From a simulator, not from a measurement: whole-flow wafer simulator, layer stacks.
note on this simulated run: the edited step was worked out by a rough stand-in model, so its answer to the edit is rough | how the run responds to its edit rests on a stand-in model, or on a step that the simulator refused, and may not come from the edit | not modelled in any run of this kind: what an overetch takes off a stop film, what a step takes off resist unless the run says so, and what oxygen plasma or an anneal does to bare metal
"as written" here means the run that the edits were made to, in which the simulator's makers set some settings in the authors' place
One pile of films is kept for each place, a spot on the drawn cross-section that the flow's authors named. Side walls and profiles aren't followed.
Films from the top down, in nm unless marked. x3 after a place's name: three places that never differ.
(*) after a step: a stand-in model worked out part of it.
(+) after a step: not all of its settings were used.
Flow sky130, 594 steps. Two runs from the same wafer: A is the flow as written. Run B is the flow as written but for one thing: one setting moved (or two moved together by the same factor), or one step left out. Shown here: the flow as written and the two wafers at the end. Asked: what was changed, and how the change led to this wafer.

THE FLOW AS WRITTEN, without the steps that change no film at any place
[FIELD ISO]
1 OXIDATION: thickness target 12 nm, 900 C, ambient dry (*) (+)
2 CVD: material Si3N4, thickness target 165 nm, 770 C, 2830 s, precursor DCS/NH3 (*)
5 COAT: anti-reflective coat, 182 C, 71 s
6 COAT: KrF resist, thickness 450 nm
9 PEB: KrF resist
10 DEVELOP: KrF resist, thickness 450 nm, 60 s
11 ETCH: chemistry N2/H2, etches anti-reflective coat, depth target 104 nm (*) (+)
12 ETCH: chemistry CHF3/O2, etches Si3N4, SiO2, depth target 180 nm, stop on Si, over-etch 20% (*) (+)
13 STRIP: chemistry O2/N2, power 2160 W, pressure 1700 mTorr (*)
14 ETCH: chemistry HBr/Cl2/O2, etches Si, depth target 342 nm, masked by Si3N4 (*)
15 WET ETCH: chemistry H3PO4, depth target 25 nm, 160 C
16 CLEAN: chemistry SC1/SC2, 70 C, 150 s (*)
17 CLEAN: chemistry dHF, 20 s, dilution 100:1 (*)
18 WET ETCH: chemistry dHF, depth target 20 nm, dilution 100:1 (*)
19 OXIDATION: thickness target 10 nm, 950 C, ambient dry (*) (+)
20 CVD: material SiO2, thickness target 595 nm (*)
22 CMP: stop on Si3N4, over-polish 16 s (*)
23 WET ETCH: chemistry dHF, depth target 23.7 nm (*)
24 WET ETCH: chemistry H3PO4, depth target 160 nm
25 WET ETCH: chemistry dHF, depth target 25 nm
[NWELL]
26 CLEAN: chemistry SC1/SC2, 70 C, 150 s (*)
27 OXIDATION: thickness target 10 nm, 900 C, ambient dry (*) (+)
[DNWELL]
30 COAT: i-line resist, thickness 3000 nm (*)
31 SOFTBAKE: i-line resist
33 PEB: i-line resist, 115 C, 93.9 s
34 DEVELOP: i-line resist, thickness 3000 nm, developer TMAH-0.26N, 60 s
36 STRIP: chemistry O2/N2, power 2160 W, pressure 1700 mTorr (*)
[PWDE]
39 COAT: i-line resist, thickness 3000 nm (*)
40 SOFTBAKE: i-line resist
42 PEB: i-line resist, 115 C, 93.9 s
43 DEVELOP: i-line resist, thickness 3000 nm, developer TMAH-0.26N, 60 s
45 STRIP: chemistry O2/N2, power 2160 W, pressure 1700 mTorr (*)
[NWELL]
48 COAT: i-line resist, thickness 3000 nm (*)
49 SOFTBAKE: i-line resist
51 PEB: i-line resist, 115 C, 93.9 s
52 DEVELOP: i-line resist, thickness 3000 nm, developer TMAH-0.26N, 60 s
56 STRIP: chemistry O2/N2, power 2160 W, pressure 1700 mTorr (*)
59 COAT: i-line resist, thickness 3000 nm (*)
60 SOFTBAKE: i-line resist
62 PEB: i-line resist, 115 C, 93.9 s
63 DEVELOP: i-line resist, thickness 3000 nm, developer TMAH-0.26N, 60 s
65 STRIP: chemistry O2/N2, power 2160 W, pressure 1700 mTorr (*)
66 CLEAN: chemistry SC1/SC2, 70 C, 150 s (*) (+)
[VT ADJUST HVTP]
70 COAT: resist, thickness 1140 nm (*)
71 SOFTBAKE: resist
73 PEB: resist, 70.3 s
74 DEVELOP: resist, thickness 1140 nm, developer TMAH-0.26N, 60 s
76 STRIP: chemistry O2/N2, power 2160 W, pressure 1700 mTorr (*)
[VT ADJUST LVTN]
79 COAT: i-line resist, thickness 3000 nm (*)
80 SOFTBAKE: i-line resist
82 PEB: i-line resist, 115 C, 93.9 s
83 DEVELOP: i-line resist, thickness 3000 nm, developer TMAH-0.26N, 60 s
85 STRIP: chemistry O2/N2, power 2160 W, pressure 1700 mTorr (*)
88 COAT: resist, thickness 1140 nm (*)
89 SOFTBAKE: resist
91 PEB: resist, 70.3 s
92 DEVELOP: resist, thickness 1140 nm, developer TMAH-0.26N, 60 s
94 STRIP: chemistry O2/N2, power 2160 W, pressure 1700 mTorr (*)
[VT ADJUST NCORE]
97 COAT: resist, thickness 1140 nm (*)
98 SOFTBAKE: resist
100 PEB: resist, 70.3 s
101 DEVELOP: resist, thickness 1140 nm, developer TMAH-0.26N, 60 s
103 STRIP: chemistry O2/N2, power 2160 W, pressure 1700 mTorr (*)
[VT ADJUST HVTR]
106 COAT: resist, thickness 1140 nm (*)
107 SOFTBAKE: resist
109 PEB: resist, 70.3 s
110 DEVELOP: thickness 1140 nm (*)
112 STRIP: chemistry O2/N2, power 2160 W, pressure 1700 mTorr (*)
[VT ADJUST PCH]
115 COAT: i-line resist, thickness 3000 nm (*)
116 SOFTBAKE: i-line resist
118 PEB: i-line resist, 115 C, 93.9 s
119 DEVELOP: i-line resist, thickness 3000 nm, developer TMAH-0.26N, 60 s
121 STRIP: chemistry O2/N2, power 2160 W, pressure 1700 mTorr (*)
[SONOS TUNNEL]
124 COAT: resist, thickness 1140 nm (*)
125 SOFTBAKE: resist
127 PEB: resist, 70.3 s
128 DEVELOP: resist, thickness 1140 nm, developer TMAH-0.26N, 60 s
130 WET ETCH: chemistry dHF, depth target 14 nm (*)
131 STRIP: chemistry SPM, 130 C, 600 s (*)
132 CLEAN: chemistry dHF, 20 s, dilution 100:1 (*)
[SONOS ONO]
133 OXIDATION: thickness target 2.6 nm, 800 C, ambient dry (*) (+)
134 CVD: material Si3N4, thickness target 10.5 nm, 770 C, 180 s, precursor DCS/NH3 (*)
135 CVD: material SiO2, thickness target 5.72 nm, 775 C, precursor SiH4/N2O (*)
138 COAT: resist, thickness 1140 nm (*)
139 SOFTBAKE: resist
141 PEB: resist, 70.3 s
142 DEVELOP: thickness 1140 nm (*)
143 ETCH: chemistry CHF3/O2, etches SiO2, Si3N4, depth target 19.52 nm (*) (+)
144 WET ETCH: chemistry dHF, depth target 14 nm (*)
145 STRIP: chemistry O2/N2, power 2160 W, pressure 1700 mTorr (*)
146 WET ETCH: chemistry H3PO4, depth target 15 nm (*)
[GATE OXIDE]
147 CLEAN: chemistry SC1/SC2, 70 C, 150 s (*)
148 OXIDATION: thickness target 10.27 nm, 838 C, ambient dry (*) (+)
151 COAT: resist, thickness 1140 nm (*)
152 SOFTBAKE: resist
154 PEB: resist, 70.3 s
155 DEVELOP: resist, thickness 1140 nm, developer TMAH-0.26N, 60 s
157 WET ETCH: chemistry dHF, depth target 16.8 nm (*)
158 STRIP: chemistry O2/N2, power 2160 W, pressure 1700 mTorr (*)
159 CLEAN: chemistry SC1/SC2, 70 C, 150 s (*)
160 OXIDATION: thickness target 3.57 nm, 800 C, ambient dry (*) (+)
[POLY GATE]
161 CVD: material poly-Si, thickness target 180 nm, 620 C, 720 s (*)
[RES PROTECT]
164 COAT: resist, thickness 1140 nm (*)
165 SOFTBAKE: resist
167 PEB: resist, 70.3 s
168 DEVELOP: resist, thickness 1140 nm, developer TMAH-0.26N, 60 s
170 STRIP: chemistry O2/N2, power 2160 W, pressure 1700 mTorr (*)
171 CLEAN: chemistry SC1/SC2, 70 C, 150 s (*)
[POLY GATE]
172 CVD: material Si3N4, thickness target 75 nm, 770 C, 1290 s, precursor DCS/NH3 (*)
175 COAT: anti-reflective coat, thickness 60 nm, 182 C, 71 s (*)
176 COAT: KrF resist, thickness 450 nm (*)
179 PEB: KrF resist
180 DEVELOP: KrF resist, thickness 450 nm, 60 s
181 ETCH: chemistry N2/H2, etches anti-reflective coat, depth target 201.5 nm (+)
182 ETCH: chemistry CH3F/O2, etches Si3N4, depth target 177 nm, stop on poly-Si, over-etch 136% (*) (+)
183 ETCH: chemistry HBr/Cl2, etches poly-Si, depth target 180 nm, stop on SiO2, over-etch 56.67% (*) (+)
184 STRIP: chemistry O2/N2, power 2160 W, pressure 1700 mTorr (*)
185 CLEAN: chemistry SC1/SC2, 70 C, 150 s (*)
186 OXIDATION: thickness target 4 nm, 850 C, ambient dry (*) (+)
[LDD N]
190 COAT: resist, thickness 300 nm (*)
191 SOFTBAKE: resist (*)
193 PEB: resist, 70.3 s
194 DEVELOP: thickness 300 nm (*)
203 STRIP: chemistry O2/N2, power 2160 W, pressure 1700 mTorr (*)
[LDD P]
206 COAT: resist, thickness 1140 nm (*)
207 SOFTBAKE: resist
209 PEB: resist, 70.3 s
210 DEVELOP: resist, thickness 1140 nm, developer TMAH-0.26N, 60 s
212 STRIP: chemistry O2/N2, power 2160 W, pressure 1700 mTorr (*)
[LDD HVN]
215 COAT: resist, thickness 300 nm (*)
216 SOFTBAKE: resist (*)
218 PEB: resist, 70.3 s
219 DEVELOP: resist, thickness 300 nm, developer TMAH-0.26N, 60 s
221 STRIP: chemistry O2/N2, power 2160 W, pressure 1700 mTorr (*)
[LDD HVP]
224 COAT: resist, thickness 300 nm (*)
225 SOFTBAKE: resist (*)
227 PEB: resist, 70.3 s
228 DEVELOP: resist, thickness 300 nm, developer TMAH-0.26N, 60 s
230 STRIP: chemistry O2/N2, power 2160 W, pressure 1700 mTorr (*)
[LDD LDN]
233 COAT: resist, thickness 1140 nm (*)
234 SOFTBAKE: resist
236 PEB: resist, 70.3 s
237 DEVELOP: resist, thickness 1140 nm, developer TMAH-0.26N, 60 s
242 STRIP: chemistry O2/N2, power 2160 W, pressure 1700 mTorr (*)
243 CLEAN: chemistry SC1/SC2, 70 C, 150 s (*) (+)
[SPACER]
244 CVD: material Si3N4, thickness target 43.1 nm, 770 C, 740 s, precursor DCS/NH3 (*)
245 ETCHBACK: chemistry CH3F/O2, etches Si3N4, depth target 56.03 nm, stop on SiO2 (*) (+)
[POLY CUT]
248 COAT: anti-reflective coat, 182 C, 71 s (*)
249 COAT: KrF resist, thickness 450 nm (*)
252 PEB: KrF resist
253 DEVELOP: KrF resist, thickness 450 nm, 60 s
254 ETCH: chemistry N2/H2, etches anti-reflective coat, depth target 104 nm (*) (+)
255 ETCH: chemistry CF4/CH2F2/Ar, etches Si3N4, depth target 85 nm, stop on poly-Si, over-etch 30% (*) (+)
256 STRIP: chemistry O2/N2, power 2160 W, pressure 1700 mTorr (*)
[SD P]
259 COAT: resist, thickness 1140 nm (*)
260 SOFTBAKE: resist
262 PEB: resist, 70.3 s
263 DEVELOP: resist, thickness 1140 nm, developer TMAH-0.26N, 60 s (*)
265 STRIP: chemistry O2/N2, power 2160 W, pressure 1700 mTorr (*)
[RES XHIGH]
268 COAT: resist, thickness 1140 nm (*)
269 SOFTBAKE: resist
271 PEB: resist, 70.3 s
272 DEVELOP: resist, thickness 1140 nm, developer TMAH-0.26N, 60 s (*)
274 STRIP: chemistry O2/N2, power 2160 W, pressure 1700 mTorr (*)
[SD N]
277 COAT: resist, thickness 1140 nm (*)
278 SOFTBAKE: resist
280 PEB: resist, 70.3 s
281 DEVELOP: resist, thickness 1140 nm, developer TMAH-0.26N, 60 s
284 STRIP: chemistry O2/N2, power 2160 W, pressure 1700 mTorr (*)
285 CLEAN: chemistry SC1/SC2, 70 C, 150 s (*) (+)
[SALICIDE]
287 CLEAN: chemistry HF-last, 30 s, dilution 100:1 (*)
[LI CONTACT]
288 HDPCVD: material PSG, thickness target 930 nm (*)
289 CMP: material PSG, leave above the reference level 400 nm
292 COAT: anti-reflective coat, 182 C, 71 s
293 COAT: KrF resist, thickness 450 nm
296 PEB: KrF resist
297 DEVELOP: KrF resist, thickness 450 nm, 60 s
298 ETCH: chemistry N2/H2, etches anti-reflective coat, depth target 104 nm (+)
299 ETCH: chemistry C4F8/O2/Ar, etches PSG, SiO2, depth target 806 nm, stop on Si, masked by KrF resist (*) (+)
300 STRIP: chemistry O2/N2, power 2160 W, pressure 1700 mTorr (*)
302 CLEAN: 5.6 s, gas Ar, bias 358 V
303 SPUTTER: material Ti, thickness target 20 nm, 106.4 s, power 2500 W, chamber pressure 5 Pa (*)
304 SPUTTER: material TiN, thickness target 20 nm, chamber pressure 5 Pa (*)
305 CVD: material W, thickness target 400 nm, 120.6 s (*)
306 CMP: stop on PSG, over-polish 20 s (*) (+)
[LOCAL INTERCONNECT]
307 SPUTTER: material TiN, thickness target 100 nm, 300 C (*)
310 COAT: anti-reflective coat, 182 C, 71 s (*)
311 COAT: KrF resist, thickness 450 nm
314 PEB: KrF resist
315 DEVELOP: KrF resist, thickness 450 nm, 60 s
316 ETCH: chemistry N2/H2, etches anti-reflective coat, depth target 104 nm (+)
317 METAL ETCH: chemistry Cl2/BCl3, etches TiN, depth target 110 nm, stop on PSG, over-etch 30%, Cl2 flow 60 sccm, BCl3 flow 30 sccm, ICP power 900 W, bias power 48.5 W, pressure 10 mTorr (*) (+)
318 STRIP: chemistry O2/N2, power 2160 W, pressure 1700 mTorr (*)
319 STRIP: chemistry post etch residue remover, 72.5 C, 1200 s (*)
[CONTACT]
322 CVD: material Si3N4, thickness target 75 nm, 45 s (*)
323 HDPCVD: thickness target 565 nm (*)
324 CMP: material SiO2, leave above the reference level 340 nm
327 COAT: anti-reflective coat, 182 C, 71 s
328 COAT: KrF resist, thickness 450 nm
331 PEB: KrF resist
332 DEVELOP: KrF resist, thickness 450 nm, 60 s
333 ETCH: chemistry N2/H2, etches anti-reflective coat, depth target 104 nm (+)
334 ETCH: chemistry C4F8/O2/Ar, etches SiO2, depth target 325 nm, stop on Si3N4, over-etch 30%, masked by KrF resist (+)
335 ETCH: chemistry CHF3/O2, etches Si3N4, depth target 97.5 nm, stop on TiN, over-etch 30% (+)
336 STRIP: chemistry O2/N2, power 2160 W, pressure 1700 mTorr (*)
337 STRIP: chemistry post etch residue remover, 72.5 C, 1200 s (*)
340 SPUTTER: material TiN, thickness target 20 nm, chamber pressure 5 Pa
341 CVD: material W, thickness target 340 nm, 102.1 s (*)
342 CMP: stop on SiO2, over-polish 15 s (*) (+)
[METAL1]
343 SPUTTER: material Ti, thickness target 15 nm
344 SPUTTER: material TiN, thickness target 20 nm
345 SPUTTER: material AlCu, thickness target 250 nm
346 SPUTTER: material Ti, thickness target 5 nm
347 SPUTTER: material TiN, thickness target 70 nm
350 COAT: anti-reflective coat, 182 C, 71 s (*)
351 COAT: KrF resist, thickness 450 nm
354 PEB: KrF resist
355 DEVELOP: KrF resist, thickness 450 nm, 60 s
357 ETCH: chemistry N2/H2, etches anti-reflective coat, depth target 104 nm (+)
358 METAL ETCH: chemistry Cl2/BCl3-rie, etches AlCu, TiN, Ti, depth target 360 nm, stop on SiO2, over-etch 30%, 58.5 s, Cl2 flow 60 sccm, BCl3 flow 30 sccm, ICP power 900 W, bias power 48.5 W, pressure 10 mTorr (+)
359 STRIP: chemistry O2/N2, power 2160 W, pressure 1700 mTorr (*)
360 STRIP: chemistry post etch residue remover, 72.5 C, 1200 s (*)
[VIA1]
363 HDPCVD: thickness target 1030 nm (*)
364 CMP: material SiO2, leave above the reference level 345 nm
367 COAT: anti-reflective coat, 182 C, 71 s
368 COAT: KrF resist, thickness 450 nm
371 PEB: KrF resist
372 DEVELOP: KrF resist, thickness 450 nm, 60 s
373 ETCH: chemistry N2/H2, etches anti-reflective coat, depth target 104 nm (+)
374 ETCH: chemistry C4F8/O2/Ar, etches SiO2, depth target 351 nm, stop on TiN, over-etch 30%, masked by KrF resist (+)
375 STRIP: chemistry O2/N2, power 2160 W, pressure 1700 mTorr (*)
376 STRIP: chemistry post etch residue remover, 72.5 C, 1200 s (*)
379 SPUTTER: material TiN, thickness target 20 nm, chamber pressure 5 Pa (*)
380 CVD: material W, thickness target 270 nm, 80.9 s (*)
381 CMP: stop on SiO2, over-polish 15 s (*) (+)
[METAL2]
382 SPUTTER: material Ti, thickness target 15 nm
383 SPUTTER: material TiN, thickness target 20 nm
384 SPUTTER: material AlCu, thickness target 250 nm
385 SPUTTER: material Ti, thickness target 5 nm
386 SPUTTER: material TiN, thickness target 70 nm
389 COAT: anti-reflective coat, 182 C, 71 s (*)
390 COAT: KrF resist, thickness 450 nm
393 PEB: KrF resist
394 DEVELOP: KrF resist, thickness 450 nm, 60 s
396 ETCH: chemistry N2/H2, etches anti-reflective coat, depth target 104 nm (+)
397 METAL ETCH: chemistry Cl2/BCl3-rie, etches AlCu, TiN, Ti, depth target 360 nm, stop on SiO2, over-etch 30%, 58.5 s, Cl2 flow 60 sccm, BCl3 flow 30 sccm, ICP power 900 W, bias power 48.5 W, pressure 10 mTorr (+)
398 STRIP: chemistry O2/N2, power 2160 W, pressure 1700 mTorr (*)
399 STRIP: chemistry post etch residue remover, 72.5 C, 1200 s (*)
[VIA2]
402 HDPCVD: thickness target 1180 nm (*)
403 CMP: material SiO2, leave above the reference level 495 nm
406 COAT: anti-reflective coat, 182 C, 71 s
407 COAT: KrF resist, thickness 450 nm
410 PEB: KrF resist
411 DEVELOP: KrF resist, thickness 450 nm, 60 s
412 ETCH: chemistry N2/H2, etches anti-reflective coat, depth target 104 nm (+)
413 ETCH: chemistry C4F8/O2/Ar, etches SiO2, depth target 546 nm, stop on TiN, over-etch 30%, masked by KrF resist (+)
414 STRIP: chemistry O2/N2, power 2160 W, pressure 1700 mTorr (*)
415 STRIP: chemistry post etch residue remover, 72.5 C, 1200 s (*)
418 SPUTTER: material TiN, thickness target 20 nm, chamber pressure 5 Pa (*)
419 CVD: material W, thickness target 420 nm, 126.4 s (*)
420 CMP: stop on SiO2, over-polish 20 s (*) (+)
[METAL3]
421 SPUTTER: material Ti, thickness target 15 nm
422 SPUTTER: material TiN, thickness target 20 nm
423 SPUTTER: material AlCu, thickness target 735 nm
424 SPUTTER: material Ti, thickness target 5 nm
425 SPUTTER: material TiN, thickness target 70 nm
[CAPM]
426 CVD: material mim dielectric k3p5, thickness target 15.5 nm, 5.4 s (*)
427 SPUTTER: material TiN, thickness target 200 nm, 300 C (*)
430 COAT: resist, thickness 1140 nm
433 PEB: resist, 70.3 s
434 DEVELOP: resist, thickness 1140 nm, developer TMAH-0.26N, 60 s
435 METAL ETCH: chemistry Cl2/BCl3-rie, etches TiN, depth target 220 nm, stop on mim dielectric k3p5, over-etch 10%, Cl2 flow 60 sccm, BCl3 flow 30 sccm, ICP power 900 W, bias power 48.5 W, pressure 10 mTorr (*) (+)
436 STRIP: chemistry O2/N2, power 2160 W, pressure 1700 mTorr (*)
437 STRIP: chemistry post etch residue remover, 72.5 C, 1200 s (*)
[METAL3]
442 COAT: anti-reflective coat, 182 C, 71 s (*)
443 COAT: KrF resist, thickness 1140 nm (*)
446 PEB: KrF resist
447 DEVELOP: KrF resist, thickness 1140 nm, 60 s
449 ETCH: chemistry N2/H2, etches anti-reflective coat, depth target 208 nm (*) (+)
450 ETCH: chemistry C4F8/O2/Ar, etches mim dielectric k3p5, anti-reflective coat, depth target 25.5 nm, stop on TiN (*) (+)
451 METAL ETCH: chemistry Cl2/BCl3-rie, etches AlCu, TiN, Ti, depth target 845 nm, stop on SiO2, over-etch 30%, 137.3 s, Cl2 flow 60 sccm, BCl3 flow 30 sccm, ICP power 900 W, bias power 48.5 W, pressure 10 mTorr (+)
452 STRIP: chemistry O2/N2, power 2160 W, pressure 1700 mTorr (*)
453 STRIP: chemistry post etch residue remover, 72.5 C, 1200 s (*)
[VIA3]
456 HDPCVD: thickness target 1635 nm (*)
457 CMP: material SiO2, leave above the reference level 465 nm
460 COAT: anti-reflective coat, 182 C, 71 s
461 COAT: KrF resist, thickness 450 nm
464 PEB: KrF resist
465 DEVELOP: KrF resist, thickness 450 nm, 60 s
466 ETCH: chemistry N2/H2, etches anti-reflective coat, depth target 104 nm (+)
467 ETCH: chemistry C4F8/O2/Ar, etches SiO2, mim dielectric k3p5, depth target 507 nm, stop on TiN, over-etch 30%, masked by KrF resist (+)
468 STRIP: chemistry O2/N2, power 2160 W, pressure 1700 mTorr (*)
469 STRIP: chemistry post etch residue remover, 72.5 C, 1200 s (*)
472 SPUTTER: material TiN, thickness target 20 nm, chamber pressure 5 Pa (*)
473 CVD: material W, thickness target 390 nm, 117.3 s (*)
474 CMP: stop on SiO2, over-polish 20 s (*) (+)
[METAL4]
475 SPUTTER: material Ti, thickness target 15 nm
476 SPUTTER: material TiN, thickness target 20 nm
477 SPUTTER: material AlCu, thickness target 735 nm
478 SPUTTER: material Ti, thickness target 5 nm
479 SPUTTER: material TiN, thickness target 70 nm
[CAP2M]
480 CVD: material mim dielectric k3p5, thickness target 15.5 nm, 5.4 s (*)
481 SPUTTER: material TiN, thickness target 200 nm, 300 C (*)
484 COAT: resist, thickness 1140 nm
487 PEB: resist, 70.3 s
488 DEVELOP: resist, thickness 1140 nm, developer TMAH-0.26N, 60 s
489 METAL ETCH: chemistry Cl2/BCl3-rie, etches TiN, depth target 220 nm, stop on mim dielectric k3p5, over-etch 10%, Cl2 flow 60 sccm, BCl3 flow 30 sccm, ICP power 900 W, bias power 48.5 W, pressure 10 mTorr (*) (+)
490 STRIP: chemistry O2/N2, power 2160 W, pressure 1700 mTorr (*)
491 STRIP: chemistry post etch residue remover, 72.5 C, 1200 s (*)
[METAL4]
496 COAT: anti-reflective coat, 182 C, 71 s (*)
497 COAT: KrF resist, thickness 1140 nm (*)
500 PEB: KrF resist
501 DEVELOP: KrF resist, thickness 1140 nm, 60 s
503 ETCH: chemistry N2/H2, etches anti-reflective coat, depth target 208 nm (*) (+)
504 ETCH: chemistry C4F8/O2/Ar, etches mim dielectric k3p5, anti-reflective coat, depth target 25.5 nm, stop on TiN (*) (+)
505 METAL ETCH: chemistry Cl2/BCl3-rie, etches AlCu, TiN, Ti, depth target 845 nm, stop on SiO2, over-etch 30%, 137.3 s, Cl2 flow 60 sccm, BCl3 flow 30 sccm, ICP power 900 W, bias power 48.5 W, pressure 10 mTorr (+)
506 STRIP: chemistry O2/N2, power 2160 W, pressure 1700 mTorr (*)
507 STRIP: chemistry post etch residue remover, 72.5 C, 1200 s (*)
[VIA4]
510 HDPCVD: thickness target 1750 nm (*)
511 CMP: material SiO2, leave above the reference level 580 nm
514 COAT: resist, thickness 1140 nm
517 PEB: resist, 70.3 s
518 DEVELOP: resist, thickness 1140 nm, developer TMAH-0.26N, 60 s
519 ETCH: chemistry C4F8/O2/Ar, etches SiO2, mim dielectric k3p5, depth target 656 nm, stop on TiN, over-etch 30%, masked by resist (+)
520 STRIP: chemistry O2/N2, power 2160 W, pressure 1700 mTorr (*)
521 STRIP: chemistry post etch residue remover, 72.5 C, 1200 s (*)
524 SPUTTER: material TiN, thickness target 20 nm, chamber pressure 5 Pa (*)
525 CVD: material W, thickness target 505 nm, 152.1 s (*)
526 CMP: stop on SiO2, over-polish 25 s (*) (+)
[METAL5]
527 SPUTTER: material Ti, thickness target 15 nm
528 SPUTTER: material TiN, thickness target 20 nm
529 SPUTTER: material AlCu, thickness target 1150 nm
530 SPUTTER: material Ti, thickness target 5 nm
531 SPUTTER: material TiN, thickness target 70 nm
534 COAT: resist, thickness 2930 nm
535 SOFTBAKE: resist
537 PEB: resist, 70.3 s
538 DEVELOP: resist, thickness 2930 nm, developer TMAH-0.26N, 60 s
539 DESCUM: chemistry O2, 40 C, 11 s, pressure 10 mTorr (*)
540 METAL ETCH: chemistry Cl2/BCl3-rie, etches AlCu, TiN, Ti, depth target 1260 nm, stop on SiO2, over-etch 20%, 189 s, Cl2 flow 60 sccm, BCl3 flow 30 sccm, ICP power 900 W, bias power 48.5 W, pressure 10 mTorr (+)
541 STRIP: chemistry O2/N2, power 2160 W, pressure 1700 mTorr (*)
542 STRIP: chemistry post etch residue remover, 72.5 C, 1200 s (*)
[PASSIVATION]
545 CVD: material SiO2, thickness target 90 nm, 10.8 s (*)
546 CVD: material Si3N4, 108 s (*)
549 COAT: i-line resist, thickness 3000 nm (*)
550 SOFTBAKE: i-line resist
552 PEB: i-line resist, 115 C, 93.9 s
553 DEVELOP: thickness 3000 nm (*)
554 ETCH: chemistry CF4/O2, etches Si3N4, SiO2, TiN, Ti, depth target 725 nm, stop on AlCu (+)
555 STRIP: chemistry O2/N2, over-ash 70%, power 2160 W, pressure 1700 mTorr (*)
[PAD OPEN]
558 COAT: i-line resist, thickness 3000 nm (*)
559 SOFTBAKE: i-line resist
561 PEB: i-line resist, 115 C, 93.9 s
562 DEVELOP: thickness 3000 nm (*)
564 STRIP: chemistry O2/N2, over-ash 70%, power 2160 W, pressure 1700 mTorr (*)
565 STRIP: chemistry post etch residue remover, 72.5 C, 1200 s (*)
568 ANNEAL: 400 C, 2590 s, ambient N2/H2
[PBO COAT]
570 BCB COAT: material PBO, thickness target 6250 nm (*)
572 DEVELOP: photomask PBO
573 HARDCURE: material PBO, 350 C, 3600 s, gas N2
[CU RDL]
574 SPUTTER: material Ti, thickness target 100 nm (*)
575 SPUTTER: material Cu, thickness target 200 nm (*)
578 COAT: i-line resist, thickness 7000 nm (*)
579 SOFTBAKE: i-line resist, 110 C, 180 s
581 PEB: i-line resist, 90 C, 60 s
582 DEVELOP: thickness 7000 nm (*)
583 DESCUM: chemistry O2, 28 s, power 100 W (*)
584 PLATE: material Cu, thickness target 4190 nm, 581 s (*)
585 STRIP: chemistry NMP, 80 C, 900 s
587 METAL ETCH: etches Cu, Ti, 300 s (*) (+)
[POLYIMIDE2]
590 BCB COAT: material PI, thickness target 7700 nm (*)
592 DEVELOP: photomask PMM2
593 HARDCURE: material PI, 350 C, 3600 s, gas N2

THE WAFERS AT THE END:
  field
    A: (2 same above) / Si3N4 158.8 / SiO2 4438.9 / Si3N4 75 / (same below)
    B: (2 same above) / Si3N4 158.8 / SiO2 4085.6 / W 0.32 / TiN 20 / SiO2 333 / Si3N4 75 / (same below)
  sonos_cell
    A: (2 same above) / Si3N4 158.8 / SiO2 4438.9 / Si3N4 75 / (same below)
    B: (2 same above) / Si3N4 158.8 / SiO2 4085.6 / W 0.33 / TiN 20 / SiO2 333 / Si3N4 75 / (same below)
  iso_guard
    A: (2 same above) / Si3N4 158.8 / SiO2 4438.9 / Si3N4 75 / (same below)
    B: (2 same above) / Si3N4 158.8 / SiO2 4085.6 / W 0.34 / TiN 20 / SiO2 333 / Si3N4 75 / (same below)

The cause: step 323, HDPCVD: thickness target 333 nm was run, where the flow has thickness target 565 nm.

How the change led to this, step by step:
  323 HDPCVD: thickness target 565 nm (*)
      field, active, n_well and 188 more: A SiO2 +565 (new film) | B SiO2 +333 (new film)
  324 CMP: material SiO2, leave above the reference level 340 nm
      field, active, gate and 88 more: A SiO2 -200.4 | B nothing
      n_well, p_well, gate_hv and 93 more: A SiO2 -300 | B SiO2 -68
      (and at 4 more places)
  327 COAT: anti-reflective coat, 182 C, 71 s
      n_well, p_well, sd_n, sd_p, pad: A anti-reflective coat +80 (new film) | B anti-reflective coat +48.6 (new film)
      active, gate_p_lvt_sd, via1_enc: A anti-reflective coat +80 (new film) | B anti-reflective coat +81.7 (new film)
      (and at 88 more places)
  328 COAT: KrF resist, thickness 450 nm
      npn11_ring: A KrF resist +450 (new film) | B KrF resist +440.4 (new film)
      pdiff_cd: A KrF resist +450 (new film) | B KrF resist +439.7 (new film)
      (and at 4 more places)
  333 ETCH: chemistry N2/H2, etches anti-reflective coat, depth target 104 nm (+)
      poly_licon, rpo_hd_licon: A anti-reflective coat -80 (all of it), SiO2 -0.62 | B anti-reflective coat -54.9 (all of it), SiO2 -1.26
      ndiff_licon: A anti-reflective coat -80 (all of it), SiO2 -0.62 | B anti-reflective coat -71 (all of it), SiO2 -0.85
      (and at 1 more place)
  336 STRIP: chemistry O2/N2, power 2160 W, pressure 1700 mTorr (*)
      n_well, p_well, sd_n, sd_p, pad: A KrF resist -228 (all of it), anti-reflective coat -80 (all of it) | B KrF resist -229.5 (all of it), anti-reflective coat -48.6 (all of it)
      vpp_m3ln, vpp_m4ln: A KrF resist -228 (all of it), anti-reflective coat -80 (all of it) | B KrF resist -232.8 (all of it), anti-reflective coat -80 (all of it)
      (and at 104 more places)
  341 CVD: material W, thickness target 340 nm, 102.1 s (*)
      ndiff_licon_cpp, rpo_hd_licon: A W +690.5 (new film) | B W +658.4 (new film)
  342 CMP: stop on SiO2, over-polish 15 s (*) (+)
      field, active, gate and 88 more: A W -340 (all of it), TiN -20 (all of it), SiO2 -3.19 | B W -332.1
      ndiff_licon_cpp, rpo_hd_licon: A W -363.7 | B W -332.1
  358 METAL ETCH: chemistry Cl2/BCl3-rie, etches AlCu, TiN, Ti, depth target 360 nm, stop on SiO2, over-etch 30%, 58.5 s, Cl2 flow 60 sccm, BCl3 flow 30 sccm, ICP power 900 W, bias power 48.5 W, pressure 10 mTorr (+)
      field, active, gate and 56 more: A TiN -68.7 (all of it), Ti -5 (all of it), AlCu -250 (all of it), TiN -20 (all of it), Ti -15 (all of it), SiO2 -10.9 | B TiN -68.7 (all of it), Ti -5 (all of it), AlCu -250 (all of it), TiN -20 (all of it), Ti -15 (all of it), W -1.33
      sonos_cell, iso_guard, vpp_guard and 17 more: A TiN -68.7 (all of it), Ti -5 (all of it), AlCu -250 (all of it), TiN -20 (all of it), Ti -15 (all of it), SiO2 -10.9 | B TiN -68.7 (all of it), Ti -5 (all of it), AlCu -250 (all of it), TiN -20 (all of it), Ti -15 (all of it), W -1.32
      (and at 3 more places)
  360 STRIP: chemistry post etch residue remover, 72.5 C, 1200 s (*)
      field, active, gate and 79 more: A nothing | B W -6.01
  363 HDPCVD: thickness target 1030 nm (*)
      field, active, gate and 79 more: A SiO2 +1030 | B SiO2 +1030 (new film)
Counting metal films that touch as one body, field has 1 body; the flow as written gives 0 bodies.
Counting metal films that touch as one body, sonos_cell has 1 body; the flow as written gives 0 bodies.
Counting metal films that touch as one body, iso_guard has 1 body; the flow as written gives 0 bodies.
